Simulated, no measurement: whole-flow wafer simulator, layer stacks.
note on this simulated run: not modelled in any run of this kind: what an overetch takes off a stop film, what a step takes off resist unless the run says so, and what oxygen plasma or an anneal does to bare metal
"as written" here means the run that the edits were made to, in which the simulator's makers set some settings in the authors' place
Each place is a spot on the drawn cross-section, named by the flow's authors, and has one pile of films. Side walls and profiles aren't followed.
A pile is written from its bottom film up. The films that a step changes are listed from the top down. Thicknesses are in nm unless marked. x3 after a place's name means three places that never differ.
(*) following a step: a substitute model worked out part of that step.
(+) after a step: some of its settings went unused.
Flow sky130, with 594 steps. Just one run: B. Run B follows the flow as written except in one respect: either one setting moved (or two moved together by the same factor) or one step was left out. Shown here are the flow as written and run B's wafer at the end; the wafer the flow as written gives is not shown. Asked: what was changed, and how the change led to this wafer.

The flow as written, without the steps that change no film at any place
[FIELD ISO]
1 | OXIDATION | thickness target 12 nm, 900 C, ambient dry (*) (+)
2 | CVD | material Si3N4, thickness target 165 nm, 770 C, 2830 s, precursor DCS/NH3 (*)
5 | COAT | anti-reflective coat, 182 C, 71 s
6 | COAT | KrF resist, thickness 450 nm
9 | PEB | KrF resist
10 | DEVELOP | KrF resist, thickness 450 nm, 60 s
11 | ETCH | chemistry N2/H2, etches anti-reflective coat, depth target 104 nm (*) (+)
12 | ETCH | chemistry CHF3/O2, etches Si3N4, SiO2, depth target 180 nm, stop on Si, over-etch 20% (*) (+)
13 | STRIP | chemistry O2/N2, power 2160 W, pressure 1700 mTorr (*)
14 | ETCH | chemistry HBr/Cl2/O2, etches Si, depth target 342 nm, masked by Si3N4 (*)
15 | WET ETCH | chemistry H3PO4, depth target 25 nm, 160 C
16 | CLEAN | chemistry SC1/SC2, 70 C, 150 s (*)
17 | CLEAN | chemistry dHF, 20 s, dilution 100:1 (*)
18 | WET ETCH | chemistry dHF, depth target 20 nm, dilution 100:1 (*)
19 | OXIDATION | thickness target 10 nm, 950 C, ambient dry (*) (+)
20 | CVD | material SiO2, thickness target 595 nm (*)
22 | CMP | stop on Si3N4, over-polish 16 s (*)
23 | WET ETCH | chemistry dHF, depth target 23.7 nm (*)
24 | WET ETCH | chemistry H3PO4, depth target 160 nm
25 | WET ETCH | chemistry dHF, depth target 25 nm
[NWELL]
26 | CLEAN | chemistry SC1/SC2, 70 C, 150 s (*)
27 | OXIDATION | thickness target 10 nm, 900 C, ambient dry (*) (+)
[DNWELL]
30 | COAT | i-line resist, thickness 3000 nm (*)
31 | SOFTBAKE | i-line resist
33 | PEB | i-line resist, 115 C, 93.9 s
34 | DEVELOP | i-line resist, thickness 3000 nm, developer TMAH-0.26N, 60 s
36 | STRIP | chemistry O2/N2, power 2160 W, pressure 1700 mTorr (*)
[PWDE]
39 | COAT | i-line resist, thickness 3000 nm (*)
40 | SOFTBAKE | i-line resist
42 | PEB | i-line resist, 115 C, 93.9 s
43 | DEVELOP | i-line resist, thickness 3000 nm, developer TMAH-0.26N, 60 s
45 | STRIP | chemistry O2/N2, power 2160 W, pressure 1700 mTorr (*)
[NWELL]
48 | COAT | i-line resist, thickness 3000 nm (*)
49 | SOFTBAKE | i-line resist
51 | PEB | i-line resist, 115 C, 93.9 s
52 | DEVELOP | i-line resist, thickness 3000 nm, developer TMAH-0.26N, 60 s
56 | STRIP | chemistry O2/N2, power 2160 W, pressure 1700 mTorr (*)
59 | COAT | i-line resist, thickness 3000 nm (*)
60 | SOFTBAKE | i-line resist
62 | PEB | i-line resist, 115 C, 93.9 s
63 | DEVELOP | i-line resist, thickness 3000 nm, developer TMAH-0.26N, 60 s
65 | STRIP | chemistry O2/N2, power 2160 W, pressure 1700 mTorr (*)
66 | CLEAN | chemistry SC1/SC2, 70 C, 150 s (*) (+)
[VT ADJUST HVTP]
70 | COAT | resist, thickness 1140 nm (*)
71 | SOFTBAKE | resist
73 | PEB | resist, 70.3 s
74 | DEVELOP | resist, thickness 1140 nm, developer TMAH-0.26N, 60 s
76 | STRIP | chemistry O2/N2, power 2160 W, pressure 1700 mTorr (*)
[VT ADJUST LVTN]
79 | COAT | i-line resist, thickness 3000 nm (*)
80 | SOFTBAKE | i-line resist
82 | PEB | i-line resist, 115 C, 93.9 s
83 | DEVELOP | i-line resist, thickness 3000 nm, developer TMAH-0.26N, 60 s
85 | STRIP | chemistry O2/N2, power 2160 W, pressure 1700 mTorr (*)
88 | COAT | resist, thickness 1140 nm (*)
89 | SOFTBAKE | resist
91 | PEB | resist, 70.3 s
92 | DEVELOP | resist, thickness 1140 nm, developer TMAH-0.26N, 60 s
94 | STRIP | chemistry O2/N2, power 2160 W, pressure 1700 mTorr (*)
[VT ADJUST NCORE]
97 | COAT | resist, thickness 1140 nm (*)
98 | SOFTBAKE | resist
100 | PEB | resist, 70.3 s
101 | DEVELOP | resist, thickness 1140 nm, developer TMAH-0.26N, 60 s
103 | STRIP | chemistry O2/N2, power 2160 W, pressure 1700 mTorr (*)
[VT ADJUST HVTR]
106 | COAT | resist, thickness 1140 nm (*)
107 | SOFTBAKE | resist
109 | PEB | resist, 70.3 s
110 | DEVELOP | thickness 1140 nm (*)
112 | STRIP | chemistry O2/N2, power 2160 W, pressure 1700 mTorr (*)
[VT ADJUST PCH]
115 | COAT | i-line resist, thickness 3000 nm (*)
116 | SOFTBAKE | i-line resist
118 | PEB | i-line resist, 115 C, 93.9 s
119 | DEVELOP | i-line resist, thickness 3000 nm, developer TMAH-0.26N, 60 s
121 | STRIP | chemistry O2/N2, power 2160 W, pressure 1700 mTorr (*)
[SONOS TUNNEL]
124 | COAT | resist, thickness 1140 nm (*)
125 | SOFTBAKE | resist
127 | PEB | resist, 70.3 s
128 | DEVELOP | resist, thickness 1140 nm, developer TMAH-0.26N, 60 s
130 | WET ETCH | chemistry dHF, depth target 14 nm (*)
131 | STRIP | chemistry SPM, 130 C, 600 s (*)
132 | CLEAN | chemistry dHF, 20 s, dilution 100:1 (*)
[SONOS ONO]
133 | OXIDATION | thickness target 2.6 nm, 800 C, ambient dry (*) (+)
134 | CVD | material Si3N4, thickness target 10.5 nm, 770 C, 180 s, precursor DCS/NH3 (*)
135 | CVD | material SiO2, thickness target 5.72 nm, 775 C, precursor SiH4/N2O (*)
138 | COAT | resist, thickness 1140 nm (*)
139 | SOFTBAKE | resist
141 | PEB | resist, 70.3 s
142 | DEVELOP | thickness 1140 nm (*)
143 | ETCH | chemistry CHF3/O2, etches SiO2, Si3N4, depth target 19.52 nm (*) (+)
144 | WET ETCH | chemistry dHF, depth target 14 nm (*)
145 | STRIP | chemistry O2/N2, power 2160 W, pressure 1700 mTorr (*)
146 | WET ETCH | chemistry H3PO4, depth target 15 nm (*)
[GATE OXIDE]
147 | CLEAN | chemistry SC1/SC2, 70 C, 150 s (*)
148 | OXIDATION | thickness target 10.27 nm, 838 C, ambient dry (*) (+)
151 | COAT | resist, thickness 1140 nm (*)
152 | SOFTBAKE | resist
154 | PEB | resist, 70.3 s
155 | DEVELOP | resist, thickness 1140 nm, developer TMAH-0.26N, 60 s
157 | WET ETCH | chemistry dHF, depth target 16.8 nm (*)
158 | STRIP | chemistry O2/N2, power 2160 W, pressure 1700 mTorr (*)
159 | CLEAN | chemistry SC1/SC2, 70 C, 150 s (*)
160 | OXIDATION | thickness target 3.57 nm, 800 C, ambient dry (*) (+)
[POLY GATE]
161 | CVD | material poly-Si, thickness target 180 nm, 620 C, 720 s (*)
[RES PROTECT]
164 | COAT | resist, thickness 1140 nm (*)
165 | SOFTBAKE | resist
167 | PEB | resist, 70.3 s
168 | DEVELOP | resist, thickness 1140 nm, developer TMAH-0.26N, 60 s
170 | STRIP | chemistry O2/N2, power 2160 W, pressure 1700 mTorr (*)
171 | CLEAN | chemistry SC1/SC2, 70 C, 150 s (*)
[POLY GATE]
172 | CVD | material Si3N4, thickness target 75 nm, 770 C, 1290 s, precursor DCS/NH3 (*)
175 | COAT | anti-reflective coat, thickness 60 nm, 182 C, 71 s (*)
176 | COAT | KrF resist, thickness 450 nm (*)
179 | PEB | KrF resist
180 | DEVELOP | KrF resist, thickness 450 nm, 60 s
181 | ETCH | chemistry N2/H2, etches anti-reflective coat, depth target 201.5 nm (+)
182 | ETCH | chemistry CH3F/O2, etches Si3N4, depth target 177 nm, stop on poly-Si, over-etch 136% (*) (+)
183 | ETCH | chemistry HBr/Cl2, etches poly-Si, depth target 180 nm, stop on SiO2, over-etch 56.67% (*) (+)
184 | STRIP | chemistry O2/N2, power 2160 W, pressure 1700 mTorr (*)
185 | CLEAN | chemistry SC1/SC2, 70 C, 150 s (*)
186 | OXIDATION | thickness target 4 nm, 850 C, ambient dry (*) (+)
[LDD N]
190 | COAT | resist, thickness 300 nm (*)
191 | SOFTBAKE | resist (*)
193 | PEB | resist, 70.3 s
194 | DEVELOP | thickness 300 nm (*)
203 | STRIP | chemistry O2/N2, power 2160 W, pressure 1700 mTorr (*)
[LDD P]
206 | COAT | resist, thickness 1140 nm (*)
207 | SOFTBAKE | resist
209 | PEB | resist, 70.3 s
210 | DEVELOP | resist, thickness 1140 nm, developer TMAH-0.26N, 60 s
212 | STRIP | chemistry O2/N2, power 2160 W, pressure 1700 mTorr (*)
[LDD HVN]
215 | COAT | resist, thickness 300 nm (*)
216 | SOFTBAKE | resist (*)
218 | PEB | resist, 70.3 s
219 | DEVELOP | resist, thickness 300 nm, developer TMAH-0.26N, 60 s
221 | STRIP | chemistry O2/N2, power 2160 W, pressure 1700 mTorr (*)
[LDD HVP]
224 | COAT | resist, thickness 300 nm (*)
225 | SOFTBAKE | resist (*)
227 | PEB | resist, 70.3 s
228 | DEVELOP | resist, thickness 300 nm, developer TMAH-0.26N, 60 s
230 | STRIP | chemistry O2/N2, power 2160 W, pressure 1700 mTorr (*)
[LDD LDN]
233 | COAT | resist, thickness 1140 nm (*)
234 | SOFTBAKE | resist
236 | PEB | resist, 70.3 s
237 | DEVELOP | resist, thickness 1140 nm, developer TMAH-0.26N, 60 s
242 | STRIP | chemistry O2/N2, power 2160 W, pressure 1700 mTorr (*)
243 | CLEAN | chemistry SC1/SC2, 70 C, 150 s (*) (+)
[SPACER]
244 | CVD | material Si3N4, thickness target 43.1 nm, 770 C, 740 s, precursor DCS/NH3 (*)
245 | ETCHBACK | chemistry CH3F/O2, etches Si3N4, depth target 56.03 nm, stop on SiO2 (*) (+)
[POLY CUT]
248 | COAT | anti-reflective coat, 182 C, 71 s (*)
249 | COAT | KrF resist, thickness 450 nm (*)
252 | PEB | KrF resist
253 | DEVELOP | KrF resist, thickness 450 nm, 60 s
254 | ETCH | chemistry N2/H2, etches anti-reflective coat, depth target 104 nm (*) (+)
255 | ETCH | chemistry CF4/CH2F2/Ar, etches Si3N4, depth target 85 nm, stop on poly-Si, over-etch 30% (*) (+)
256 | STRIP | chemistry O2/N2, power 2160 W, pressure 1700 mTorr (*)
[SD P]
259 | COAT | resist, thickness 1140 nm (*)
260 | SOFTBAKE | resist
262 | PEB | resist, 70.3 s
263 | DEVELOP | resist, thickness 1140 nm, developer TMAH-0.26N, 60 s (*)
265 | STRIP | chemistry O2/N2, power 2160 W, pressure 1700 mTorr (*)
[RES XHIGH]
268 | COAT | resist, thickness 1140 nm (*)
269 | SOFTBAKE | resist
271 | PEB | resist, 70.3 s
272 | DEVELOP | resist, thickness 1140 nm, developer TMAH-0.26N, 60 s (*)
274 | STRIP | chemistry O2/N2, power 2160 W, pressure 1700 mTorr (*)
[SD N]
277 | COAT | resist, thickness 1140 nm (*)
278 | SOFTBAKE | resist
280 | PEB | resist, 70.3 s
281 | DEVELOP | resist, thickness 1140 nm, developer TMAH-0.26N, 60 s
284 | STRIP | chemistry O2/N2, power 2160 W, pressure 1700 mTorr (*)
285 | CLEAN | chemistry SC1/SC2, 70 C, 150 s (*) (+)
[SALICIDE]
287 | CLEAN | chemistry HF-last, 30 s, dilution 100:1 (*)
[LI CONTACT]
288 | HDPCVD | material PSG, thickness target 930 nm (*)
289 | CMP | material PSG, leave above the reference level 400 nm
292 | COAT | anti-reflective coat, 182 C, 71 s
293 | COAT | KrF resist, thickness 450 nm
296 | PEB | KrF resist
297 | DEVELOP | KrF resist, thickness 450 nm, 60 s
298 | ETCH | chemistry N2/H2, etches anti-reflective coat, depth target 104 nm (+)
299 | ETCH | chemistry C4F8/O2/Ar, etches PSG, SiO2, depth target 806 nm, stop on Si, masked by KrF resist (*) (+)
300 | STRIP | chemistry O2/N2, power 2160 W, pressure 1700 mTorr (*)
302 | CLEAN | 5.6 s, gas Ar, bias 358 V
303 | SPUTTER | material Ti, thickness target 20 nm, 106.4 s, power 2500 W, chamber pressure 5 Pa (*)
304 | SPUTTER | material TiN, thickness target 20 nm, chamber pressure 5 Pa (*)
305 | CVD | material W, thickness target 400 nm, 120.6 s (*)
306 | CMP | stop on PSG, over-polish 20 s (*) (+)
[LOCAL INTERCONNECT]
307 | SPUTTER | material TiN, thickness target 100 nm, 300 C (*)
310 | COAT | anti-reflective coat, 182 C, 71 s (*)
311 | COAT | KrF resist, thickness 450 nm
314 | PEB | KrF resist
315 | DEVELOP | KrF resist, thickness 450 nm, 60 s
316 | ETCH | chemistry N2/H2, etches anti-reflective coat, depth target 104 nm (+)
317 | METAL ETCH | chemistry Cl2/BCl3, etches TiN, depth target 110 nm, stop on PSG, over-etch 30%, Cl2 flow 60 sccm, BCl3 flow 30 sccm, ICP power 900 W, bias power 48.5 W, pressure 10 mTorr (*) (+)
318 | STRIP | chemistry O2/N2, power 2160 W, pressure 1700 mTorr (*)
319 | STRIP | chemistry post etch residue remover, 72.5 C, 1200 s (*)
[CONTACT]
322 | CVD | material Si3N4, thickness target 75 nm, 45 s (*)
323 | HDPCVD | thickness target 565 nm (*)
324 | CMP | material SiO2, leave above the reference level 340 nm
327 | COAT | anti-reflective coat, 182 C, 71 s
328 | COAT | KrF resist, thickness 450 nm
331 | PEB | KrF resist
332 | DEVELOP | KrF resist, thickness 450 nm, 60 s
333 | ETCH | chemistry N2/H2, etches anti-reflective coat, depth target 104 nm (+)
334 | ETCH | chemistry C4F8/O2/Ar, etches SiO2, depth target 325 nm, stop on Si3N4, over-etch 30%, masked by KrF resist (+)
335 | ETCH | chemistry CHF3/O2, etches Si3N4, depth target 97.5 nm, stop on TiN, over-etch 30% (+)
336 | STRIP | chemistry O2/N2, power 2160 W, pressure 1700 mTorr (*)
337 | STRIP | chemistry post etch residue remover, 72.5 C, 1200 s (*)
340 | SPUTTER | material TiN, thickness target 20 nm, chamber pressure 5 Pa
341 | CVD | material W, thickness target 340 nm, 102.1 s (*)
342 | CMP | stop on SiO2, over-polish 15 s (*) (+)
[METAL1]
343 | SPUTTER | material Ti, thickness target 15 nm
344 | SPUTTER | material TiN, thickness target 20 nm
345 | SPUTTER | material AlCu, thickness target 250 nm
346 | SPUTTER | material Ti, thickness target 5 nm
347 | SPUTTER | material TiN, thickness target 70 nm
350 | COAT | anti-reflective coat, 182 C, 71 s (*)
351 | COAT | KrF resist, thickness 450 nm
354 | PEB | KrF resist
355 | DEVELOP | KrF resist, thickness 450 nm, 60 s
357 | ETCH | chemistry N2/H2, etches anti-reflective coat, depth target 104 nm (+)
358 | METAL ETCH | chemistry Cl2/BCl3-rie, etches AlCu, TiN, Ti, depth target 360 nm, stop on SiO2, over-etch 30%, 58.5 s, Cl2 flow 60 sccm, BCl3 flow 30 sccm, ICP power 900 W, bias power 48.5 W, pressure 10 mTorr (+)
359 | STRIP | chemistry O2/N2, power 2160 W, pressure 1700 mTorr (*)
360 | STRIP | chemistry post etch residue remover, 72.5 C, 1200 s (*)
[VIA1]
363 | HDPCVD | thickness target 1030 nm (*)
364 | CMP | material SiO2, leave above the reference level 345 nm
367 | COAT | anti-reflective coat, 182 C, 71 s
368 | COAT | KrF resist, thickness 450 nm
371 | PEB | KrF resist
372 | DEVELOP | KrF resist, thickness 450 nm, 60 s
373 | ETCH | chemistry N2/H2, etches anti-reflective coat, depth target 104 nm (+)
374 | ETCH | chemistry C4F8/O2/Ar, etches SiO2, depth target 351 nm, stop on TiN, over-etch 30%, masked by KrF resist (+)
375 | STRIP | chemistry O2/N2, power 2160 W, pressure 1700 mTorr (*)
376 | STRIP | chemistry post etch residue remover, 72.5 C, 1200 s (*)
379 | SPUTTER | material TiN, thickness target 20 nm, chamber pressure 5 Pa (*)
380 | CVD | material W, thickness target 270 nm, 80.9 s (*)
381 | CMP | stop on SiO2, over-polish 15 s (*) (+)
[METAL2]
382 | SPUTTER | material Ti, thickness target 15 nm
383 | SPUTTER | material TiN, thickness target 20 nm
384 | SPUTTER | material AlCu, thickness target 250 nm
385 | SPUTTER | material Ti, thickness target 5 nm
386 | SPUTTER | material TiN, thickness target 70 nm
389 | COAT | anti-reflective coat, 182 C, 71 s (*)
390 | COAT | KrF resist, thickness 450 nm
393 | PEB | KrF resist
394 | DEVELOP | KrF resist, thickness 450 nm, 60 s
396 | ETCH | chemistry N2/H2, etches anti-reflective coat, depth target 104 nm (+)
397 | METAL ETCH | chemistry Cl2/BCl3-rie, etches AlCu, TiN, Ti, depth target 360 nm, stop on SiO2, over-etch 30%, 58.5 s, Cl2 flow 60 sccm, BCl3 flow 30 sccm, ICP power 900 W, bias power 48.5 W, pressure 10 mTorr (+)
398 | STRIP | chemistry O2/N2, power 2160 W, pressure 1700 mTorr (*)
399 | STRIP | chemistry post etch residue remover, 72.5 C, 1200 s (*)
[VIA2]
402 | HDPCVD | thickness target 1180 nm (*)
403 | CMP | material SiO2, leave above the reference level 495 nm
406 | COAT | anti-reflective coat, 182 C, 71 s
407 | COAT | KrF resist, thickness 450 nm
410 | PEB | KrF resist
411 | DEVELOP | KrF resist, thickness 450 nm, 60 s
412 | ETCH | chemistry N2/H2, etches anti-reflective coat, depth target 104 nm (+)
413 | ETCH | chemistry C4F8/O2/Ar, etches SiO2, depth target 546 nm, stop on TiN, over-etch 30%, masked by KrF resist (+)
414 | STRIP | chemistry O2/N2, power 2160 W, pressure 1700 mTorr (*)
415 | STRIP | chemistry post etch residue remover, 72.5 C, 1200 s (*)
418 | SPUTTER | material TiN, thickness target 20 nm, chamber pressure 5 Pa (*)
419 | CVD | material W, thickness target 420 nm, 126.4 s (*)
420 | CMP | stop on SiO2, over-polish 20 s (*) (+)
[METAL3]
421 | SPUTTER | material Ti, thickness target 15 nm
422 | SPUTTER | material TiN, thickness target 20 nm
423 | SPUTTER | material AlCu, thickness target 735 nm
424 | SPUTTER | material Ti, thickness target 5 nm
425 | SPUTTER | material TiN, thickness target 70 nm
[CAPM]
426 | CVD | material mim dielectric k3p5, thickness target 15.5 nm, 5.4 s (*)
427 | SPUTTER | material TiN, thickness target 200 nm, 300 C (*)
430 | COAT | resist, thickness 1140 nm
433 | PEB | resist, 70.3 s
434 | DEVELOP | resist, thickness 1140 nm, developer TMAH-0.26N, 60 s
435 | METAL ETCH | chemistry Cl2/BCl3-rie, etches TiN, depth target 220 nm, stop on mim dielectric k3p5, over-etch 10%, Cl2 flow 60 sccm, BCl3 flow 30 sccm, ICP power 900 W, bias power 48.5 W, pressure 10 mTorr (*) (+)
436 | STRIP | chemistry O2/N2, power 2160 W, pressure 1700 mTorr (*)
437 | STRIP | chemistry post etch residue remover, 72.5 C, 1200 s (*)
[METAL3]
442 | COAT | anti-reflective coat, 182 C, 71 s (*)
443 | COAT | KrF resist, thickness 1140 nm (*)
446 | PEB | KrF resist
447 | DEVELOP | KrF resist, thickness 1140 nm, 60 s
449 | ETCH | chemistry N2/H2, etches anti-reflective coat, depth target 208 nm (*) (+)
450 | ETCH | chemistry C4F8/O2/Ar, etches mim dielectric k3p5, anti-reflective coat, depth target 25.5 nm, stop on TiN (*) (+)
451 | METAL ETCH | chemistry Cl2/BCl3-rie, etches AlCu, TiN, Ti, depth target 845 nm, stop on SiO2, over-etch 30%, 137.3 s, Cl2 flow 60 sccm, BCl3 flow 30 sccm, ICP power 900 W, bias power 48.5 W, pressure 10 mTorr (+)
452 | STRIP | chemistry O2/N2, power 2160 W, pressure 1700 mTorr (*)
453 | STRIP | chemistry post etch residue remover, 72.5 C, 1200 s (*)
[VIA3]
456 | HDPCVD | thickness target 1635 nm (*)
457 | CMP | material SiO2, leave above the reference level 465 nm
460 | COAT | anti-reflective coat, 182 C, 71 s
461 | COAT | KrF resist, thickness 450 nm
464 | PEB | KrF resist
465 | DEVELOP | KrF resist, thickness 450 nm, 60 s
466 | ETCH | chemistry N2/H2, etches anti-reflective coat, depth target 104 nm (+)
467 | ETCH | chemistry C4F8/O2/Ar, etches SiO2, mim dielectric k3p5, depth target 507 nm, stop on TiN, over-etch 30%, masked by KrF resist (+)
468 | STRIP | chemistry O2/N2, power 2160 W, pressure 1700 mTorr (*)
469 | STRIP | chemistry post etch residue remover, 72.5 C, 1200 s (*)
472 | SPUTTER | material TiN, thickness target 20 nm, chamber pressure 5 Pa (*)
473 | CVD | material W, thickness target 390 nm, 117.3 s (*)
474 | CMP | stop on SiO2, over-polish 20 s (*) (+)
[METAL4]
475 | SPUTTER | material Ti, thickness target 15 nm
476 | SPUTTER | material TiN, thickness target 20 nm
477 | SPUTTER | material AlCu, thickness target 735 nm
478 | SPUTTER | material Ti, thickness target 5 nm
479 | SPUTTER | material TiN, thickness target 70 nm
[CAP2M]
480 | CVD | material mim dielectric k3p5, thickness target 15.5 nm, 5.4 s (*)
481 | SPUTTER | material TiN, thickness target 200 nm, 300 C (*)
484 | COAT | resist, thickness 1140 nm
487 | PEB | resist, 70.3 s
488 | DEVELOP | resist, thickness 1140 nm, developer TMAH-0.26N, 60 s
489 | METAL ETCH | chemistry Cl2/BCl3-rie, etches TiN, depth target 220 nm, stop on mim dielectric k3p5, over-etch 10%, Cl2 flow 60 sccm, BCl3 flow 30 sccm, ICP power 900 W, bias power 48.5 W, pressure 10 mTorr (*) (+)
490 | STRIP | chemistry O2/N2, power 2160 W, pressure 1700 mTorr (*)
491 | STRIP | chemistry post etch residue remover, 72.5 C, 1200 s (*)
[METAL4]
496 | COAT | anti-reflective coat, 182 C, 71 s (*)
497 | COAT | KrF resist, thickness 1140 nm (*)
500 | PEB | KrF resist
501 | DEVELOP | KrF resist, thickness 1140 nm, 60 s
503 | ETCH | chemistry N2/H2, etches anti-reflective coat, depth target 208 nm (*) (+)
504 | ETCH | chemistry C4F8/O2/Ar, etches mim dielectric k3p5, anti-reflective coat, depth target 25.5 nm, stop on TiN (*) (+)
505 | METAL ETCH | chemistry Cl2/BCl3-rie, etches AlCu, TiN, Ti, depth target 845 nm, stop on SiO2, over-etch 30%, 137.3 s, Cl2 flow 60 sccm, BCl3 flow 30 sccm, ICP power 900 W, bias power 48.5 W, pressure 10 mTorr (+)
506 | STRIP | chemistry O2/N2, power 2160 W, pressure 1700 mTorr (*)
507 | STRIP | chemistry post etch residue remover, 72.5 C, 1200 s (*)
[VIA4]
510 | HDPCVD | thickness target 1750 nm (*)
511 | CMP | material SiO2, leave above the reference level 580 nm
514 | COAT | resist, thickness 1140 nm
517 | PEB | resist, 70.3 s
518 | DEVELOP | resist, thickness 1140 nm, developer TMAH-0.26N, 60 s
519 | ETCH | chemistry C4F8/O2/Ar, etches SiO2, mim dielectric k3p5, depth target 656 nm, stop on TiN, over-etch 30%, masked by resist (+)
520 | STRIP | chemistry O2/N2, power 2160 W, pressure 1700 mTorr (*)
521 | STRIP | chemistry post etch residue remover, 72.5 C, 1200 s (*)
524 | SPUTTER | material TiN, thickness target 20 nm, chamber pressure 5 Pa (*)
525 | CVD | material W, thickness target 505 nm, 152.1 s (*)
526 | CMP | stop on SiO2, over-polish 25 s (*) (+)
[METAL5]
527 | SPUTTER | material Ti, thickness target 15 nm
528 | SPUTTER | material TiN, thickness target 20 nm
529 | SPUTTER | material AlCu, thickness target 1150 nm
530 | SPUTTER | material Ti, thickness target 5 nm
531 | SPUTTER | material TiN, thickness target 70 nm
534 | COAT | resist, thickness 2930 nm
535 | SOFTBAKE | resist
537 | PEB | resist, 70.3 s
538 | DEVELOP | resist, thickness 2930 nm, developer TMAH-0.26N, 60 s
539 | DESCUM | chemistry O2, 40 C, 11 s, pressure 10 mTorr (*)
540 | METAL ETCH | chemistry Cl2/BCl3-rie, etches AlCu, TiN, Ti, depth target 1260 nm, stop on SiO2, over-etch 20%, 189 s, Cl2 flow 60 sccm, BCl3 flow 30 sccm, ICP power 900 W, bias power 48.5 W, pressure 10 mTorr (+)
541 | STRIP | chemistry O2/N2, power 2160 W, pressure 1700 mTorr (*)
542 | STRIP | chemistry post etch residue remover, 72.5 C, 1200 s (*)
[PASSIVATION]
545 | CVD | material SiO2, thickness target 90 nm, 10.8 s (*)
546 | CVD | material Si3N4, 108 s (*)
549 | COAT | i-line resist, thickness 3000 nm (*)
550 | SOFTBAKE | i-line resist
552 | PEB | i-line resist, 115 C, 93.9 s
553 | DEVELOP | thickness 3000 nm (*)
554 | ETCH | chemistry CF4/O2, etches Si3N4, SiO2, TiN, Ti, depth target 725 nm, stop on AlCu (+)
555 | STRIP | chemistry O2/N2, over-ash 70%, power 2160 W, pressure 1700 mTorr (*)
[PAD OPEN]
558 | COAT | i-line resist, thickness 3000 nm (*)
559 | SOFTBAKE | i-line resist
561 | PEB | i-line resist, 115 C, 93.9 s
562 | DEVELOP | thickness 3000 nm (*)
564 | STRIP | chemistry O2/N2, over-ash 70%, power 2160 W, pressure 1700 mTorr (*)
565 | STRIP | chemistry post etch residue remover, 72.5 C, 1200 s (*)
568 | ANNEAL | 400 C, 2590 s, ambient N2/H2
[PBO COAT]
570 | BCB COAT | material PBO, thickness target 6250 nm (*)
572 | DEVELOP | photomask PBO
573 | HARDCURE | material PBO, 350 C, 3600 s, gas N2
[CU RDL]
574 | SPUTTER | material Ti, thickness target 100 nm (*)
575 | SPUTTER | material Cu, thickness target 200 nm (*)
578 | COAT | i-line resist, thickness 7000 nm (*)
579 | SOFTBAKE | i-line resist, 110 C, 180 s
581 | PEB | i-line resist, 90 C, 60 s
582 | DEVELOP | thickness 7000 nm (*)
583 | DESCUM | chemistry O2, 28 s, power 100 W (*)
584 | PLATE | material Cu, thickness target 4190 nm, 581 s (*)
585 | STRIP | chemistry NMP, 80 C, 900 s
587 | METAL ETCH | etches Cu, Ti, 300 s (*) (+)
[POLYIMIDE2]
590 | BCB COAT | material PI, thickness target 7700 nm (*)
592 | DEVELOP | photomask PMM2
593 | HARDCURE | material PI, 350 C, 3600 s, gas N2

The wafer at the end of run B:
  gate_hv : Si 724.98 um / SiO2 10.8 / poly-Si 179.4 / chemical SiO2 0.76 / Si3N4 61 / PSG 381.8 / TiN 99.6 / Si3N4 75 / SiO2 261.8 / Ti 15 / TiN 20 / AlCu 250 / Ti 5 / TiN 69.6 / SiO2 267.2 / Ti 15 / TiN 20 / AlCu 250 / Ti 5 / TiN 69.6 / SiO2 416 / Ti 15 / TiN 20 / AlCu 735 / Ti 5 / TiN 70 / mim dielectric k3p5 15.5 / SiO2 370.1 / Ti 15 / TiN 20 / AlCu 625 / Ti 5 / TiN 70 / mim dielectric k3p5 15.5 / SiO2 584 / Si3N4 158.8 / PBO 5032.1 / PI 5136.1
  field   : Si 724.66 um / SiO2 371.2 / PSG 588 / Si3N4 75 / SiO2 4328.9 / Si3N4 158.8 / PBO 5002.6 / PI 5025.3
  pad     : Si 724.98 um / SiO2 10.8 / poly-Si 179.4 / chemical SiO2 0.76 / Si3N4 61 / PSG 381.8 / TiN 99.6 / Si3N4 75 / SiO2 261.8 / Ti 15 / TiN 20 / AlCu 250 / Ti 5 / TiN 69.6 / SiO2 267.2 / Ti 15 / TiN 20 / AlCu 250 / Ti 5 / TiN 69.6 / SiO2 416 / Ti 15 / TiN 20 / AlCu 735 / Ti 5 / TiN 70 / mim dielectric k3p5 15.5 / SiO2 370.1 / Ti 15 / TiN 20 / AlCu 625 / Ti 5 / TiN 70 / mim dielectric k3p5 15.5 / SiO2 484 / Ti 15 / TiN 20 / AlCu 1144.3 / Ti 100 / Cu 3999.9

The reason: step 477, SPUTTER: thickness target 625 nm was run, whereas the flow has thickness target 735 nm.
One can read it off the wafer: gate_hv has AlCu 625, and step 477 as written asks for 735 nm.

How this came from the change, step by step:
  477 | SPUTTER | material AlCu, thickness target 735 nm
      field, active, n_well and 189 more: AlCu gains 625 (new film) (in the flow as written it would be: AlCu gains 735 (new film))
  505 | METAL ETCH | chemistry Cl2/BCl3-rie, etches AlCu, TiN, Ti, depth target 845 nm, stop on SiO2, over-etch 30%, 137.3 s, Cl2 flow 60 sccm, BCl3 flow 30 sccm, ICP power 900 W, bias power 48.5 W, pressure 10 mTorr (+)
      field, gate, spacer and 68 more: TiN loses 70 (all of it), Ti loses 5 (all of it), AlCu loses 625 (all of it), TiN loses 20 (all of it), Ti loses 15 (all of it), SiO2 loses 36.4 (in the flow as written it would be: TiN loses 70 (all of it), Ti loses 5 (all of it), AlCu loses 735 (all of it), TiN loses 20 (all of it), Ti loses 15 (all of it), SiO2 loses 25.4)
      active, vpp_iso1, mim_edge_plate and 14 more: TiN loses 70 (all of it), Ti loses 5 (all of it), AlCu loses 625 (all of it), TiN loses 20 (all of it), Ti loses 15 (all of it), SiO2 loses 36.3 (in the flow as written it would be: TiN loses 70 (all of it), Ti loses 5 (all of it), AlCu loses 735 (all of it), TiN loses 20 (all of it), Ti loses 15 (all of it), SiO2 loses 25.3)
  511 | CMP | material SiO2, leave above the reference level 580 nm
      field, active, gate and 77 more: SiO2 loses 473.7 (in the flow as written it would be: SiO2 loses 374.7)
      iso_guard__w1, mim_edge_gap, vpp_l1ln, vpp_m3ln, rpm_encl, via2_enc, rpm_encl_psd, iso_guard_nsd_tip: SiO2 loses 473.6 (in the flow as written it would be: SiO2 loses 374.6)
